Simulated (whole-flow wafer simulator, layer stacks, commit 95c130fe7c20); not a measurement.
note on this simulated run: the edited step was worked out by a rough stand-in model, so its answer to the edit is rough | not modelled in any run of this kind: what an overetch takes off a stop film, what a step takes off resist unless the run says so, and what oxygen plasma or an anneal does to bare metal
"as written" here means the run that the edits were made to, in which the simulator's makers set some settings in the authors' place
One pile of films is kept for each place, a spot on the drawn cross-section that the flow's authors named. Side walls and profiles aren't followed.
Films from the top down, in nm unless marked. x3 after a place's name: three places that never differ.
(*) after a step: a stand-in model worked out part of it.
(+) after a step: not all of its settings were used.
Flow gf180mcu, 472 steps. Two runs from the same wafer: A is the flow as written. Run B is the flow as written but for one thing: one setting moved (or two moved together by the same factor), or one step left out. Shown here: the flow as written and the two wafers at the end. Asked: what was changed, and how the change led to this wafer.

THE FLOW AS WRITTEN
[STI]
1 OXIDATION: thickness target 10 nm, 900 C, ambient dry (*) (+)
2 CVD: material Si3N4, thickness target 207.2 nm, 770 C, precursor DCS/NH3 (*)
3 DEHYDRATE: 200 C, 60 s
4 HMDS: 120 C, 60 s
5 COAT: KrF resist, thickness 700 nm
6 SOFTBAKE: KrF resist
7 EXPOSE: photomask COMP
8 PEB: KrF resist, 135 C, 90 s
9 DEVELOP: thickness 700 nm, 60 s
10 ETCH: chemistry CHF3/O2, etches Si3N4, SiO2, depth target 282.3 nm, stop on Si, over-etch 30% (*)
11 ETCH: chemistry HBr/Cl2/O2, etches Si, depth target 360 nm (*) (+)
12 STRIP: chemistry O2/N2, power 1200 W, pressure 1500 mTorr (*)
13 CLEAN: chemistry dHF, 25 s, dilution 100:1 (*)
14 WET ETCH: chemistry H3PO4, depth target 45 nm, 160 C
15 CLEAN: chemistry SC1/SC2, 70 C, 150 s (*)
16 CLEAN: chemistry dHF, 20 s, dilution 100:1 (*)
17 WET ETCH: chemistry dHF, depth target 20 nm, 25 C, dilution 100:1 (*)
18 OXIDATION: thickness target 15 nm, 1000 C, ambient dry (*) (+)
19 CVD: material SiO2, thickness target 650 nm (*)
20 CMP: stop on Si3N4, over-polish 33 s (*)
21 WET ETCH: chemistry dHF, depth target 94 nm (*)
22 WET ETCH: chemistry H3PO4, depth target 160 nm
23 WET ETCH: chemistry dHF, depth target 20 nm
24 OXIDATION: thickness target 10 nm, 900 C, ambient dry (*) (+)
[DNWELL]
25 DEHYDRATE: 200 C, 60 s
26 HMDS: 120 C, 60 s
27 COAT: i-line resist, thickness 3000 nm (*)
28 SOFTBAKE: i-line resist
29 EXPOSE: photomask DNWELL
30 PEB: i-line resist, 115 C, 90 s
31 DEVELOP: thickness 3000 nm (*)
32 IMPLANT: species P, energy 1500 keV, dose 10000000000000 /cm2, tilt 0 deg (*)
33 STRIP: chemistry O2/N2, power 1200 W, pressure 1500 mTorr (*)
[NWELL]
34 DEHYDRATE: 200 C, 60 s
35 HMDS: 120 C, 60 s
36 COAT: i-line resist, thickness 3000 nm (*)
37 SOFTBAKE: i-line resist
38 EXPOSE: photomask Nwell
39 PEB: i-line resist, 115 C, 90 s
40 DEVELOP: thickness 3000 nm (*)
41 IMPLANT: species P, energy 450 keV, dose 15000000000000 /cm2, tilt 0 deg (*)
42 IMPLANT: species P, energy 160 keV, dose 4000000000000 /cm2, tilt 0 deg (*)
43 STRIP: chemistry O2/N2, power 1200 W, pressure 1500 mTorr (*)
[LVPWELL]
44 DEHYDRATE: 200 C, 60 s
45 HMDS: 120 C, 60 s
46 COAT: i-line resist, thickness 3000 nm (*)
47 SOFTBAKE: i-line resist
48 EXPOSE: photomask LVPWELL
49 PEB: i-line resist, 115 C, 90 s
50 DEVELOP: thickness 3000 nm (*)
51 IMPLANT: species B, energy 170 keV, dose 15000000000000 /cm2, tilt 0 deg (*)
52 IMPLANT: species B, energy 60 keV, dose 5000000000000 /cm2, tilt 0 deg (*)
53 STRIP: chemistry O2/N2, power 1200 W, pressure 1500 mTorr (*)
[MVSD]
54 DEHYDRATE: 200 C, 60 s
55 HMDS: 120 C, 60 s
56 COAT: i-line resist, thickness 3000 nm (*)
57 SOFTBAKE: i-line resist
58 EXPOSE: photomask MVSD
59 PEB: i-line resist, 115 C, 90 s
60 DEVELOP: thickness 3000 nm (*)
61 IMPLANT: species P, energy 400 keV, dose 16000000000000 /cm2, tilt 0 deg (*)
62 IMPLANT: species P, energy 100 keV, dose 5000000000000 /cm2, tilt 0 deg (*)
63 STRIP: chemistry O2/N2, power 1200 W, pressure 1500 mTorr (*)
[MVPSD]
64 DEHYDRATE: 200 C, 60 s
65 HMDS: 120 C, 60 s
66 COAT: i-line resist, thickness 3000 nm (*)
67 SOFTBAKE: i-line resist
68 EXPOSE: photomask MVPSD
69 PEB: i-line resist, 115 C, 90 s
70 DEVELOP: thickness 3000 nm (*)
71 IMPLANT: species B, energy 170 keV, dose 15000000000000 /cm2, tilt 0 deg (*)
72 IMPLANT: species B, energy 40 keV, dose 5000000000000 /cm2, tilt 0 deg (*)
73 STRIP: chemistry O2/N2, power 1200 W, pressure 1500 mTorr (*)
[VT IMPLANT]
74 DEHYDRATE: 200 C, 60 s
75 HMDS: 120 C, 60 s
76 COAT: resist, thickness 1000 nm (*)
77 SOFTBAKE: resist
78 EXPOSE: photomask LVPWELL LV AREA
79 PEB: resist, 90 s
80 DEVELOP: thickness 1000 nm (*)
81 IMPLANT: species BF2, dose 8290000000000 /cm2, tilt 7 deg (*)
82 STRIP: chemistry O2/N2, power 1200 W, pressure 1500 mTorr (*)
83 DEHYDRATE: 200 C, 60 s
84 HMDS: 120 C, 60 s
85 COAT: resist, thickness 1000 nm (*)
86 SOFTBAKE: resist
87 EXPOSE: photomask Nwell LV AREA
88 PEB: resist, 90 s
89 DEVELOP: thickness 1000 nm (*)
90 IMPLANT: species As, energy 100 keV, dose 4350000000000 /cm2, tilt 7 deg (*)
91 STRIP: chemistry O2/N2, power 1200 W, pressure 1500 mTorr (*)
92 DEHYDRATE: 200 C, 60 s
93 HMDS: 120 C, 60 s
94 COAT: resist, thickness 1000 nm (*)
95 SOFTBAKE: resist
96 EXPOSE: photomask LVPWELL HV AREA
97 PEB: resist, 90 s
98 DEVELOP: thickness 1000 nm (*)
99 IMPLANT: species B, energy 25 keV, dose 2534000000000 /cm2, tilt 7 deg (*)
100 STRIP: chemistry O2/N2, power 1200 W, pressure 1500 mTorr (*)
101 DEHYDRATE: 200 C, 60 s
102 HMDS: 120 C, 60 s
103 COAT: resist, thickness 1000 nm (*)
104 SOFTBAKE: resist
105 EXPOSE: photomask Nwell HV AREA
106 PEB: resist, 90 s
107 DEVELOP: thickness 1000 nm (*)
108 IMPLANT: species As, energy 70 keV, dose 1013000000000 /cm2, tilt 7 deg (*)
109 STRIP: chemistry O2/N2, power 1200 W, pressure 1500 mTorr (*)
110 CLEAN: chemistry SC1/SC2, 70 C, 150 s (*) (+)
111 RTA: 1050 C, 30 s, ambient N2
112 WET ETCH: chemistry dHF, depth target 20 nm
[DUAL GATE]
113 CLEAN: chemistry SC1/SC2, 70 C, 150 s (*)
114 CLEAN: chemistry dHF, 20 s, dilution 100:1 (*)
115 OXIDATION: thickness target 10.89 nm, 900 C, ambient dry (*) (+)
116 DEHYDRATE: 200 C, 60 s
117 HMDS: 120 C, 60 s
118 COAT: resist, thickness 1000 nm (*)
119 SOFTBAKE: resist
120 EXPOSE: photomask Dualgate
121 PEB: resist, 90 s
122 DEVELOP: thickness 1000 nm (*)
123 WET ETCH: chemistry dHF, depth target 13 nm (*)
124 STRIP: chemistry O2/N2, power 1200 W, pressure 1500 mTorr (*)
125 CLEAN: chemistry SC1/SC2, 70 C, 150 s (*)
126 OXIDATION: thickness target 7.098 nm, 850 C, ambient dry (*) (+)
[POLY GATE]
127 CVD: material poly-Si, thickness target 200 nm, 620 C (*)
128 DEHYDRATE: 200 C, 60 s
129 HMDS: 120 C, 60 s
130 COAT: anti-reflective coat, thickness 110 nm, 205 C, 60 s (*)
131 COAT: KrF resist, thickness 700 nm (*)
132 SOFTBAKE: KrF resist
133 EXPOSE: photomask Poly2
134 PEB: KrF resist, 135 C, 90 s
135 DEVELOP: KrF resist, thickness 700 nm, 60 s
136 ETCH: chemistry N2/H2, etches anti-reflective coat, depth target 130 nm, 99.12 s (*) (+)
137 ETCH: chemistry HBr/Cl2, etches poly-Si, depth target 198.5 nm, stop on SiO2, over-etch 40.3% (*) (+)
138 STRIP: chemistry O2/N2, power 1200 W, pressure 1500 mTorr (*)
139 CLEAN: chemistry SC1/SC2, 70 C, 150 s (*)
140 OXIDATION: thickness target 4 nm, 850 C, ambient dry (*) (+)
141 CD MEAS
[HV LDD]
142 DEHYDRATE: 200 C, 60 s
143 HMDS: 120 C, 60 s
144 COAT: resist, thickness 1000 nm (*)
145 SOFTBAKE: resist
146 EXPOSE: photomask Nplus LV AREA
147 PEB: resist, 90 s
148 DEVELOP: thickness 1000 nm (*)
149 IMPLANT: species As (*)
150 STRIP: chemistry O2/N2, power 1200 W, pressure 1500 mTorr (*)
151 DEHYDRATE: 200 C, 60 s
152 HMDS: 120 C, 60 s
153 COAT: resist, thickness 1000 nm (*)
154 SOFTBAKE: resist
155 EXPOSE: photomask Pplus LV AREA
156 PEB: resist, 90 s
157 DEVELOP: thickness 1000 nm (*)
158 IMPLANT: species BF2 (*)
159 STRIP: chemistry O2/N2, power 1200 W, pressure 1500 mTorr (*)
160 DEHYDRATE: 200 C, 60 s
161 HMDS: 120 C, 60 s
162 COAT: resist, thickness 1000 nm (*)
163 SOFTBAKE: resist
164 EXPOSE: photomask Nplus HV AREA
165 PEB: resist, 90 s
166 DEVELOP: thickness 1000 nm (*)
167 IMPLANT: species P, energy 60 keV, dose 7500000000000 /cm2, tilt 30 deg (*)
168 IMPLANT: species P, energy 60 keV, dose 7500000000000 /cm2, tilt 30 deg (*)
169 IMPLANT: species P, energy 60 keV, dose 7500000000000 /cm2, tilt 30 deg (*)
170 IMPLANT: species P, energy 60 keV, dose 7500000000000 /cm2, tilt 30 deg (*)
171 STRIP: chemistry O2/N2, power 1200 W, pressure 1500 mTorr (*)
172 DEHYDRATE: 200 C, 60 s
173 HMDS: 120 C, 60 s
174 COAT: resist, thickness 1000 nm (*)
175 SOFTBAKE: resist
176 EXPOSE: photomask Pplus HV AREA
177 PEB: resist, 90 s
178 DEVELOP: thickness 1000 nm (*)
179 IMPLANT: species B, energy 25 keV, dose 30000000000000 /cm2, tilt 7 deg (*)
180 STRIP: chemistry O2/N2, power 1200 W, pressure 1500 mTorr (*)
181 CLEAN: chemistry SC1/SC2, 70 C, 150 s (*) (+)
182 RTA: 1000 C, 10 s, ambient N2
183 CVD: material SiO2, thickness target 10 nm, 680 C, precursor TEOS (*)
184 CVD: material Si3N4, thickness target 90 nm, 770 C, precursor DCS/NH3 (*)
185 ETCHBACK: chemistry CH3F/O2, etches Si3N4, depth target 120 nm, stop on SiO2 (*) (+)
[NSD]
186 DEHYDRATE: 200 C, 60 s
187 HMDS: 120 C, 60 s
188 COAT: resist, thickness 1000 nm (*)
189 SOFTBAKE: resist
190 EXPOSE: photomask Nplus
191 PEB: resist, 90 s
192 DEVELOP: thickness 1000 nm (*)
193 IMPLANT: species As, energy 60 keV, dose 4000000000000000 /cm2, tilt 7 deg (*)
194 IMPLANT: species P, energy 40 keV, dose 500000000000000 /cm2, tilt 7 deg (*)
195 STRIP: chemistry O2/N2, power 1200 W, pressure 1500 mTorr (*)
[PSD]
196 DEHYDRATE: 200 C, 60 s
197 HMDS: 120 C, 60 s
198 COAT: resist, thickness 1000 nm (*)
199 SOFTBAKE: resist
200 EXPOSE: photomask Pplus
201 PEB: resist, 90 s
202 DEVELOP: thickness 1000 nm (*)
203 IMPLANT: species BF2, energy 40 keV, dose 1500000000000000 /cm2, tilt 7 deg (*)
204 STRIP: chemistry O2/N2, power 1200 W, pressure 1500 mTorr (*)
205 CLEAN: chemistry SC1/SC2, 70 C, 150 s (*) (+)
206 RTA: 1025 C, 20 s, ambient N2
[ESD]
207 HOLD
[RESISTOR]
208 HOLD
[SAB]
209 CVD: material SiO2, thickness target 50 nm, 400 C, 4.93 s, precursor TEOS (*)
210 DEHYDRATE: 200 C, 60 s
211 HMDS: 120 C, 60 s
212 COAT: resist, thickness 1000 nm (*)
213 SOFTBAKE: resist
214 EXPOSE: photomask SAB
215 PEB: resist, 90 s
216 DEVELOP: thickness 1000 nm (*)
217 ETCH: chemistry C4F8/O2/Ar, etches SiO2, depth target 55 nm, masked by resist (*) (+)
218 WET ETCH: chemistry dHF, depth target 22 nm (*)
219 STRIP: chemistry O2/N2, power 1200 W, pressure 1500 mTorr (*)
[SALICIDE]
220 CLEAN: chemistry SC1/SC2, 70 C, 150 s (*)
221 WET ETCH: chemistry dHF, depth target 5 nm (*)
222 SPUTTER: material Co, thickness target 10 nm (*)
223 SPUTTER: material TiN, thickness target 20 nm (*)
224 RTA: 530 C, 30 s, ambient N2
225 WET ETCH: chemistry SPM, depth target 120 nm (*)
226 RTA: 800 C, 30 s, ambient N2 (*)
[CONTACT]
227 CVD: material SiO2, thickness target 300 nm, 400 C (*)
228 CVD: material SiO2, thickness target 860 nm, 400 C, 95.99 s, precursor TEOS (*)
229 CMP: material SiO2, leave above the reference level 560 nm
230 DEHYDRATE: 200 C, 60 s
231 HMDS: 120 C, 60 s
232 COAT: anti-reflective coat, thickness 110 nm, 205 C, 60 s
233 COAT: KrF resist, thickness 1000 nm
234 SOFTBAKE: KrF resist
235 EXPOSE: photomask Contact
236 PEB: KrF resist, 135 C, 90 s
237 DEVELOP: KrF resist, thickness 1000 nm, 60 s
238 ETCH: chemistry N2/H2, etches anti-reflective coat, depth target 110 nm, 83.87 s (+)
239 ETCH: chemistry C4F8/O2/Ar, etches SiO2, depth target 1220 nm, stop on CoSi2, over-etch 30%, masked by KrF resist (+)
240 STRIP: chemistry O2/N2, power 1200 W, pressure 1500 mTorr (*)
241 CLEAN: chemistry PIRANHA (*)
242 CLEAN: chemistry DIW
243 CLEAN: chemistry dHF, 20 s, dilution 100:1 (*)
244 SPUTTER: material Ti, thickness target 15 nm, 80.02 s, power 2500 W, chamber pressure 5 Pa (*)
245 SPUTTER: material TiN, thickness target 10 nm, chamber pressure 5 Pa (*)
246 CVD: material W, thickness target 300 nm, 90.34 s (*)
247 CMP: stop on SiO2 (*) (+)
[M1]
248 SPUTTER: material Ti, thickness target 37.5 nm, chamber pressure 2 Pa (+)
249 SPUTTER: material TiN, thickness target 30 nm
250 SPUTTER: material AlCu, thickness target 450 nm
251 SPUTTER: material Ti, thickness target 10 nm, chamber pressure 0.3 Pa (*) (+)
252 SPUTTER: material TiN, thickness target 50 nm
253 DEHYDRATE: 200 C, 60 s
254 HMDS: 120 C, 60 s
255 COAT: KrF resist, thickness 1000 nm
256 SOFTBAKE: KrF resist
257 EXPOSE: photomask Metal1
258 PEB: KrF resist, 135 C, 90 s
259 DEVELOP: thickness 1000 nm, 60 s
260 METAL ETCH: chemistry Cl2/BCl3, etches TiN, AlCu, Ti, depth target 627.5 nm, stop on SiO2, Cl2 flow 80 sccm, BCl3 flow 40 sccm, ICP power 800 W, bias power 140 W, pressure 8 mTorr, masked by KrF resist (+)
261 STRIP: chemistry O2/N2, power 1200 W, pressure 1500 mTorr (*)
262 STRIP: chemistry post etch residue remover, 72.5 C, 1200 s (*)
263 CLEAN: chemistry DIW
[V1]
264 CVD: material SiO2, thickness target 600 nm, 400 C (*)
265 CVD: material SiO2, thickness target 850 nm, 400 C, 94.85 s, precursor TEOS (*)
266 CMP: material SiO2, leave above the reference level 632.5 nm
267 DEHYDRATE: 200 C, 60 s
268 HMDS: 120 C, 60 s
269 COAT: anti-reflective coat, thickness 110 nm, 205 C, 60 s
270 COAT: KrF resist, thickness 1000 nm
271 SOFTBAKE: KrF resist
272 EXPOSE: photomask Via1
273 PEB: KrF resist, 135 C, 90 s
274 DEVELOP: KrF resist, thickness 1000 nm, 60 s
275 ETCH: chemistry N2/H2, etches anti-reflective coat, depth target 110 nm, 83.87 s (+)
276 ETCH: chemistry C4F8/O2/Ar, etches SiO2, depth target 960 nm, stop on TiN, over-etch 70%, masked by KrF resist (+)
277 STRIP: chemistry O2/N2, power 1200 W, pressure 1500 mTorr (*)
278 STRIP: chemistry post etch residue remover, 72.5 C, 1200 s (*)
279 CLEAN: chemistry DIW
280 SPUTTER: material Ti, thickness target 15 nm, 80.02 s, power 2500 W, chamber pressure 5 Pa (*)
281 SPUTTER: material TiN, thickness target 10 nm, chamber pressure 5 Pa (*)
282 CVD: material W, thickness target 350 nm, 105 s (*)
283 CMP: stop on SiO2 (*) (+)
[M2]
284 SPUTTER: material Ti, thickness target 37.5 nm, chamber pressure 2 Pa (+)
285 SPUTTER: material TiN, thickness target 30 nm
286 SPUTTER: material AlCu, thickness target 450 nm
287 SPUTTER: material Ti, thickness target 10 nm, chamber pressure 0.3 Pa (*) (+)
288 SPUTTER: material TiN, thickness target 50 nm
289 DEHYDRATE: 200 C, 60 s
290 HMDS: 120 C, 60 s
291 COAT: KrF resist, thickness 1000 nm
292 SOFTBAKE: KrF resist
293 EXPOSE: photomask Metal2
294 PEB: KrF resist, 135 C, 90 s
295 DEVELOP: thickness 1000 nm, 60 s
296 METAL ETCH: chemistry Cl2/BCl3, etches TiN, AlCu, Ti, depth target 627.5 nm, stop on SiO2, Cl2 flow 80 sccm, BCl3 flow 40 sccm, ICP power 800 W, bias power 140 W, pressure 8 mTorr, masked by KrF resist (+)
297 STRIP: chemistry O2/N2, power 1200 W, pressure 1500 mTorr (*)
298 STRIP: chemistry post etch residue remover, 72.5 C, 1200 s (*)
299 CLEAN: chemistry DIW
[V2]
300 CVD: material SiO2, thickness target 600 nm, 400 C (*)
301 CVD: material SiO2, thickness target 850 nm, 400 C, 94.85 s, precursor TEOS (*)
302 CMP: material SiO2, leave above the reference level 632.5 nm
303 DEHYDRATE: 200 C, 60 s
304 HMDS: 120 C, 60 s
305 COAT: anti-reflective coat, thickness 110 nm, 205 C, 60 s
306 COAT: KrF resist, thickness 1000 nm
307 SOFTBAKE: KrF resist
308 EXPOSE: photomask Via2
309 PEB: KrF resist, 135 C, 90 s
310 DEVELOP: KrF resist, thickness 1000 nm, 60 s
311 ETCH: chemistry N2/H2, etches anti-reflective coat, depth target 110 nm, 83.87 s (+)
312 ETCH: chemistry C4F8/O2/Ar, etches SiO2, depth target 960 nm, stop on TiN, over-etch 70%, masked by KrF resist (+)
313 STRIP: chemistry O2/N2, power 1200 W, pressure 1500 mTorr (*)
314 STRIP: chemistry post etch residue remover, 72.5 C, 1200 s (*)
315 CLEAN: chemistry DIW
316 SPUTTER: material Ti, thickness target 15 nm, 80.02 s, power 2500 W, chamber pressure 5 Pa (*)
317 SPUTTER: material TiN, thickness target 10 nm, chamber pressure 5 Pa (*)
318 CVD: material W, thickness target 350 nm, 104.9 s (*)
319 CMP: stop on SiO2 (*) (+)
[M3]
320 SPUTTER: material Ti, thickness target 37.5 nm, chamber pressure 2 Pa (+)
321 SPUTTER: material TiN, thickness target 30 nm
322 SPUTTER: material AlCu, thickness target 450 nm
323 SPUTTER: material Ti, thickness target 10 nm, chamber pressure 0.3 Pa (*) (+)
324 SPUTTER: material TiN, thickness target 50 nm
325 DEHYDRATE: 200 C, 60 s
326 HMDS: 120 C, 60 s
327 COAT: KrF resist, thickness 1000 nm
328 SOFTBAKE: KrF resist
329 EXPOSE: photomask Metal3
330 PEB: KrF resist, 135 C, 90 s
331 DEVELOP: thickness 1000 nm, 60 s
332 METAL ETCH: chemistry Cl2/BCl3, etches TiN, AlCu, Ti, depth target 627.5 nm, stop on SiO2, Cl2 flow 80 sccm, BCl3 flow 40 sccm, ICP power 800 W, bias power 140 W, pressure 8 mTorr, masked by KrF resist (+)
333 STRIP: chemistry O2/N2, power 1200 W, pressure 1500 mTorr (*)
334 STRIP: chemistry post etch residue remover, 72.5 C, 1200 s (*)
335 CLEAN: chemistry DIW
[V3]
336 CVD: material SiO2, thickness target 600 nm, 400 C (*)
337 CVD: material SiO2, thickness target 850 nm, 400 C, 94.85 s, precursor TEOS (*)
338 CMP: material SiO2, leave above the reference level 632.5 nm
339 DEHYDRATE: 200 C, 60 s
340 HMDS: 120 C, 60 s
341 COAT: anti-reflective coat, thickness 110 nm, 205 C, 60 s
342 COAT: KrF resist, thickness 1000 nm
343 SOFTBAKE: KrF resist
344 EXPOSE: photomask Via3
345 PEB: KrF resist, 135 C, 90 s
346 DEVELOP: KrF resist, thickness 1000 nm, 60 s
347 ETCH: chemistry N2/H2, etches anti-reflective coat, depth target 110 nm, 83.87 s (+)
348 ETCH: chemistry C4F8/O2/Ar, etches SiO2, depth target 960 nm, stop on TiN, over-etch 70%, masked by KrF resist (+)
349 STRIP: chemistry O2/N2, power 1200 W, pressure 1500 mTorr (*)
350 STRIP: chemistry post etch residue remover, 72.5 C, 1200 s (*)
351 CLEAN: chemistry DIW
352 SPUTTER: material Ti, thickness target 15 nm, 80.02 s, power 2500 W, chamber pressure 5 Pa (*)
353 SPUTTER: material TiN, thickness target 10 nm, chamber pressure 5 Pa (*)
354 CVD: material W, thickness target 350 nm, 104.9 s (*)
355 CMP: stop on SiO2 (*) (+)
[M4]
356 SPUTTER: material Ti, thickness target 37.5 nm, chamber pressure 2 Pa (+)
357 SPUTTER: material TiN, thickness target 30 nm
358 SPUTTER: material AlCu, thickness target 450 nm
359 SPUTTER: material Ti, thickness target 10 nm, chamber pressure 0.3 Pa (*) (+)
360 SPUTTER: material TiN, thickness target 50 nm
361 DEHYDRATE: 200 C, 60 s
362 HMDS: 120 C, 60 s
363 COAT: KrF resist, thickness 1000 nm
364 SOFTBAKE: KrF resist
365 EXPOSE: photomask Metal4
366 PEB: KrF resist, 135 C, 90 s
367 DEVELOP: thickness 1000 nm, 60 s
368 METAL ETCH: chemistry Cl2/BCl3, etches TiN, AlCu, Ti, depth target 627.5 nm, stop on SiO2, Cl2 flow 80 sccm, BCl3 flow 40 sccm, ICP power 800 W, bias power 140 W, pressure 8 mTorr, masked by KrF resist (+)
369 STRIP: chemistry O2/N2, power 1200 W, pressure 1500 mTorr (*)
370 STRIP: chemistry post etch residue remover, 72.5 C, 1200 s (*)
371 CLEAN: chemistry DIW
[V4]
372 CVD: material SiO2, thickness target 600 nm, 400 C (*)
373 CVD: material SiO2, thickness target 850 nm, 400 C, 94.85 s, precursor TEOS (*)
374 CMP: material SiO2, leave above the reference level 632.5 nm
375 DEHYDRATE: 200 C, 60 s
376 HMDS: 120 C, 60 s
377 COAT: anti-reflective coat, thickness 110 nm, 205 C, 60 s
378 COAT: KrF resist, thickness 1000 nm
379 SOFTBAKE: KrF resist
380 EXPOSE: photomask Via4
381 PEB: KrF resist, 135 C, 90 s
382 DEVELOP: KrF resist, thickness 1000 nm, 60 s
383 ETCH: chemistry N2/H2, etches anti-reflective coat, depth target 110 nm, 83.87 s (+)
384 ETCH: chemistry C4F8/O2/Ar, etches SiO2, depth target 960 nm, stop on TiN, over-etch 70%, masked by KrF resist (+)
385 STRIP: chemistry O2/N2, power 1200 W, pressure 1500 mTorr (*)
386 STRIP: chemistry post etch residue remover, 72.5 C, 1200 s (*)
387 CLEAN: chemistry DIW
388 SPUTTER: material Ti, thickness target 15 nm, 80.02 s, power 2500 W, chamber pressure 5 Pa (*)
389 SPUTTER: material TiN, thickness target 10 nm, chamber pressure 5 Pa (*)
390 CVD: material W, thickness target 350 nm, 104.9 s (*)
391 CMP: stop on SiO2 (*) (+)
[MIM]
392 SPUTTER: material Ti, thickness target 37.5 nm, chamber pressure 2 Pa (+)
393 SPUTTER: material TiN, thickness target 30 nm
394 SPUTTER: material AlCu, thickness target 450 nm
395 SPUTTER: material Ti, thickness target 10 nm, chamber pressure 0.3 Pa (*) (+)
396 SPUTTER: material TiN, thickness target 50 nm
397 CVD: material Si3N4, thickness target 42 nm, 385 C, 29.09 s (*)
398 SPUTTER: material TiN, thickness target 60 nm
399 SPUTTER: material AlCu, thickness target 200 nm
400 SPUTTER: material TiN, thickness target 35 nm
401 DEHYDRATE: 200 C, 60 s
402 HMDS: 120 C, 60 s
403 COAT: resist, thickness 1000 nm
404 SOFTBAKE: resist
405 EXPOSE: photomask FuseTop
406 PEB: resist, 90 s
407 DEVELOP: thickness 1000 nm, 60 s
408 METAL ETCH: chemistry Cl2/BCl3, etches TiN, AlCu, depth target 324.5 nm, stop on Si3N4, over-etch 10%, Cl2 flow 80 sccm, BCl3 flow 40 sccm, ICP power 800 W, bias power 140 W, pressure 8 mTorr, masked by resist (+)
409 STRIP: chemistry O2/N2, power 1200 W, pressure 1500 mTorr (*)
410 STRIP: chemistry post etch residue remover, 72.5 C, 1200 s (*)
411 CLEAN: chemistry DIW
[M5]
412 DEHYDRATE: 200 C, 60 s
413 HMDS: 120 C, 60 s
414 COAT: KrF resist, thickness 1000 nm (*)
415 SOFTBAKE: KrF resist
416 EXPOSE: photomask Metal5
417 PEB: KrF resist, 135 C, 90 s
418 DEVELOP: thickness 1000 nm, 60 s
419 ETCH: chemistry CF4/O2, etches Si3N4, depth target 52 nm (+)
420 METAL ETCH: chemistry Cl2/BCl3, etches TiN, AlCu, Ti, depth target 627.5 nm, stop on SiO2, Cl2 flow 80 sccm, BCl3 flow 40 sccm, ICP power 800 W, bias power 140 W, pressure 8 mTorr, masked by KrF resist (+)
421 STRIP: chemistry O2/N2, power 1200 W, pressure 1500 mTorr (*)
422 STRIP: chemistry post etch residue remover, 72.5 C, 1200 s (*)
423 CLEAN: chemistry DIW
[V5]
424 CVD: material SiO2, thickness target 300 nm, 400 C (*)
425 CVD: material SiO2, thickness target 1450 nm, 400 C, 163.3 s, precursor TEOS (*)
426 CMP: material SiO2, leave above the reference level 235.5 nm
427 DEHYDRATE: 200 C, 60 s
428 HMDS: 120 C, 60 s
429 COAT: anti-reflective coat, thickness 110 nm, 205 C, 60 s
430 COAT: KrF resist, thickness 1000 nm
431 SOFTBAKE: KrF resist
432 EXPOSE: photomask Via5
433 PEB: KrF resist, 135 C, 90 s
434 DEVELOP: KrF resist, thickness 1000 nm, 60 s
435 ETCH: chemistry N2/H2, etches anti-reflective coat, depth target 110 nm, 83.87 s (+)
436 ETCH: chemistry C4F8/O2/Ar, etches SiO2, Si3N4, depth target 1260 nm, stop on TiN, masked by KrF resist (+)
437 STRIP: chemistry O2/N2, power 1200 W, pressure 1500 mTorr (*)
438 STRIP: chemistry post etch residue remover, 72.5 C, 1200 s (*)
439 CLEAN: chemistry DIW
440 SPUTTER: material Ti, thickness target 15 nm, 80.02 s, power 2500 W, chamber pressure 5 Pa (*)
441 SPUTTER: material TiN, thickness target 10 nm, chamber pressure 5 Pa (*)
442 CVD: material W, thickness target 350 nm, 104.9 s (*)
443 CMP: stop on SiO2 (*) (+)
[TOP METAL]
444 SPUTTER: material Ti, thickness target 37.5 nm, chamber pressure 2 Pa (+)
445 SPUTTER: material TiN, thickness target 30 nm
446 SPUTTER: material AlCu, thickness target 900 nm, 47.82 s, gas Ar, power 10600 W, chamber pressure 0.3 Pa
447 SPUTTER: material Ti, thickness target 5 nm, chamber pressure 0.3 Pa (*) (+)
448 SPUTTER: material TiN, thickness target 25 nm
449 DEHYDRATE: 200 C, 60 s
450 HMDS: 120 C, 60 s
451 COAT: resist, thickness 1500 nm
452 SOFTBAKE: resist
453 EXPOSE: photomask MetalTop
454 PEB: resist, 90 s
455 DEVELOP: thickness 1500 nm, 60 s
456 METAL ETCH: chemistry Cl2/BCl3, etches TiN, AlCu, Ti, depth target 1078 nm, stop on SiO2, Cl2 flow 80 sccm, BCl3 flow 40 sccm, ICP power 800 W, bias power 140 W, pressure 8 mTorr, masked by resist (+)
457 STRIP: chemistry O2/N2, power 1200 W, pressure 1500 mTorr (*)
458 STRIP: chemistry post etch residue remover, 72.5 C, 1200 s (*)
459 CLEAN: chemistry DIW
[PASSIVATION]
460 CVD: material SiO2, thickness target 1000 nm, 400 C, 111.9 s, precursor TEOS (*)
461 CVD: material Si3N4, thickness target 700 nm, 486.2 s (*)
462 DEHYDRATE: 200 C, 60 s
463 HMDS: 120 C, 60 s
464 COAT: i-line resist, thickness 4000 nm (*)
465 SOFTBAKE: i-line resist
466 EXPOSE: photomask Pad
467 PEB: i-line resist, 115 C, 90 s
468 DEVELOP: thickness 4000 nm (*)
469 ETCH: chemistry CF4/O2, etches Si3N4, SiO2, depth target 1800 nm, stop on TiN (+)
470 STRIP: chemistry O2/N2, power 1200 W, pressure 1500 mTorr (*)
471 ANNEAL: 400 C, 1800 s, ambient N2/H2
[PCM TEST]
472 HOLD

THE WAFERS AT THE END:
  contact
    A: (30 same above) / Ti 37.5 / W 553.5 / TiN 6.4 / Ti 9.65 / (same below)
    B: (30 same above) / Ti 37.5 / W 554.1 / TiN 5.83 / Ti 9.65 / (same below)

The cause: step 317, SPUTTER: chamber pressure 3.2 Pa was run, where the flow has chamber pressure 5 Pa.

How the change led to this, step by step:
  317 SPUTTER: material TiN, thickness target 10 nm, chamber pressure 5 Pa (*)
      contact: A TiN +6.4 (new film) | B TiN +5.83 (new film)
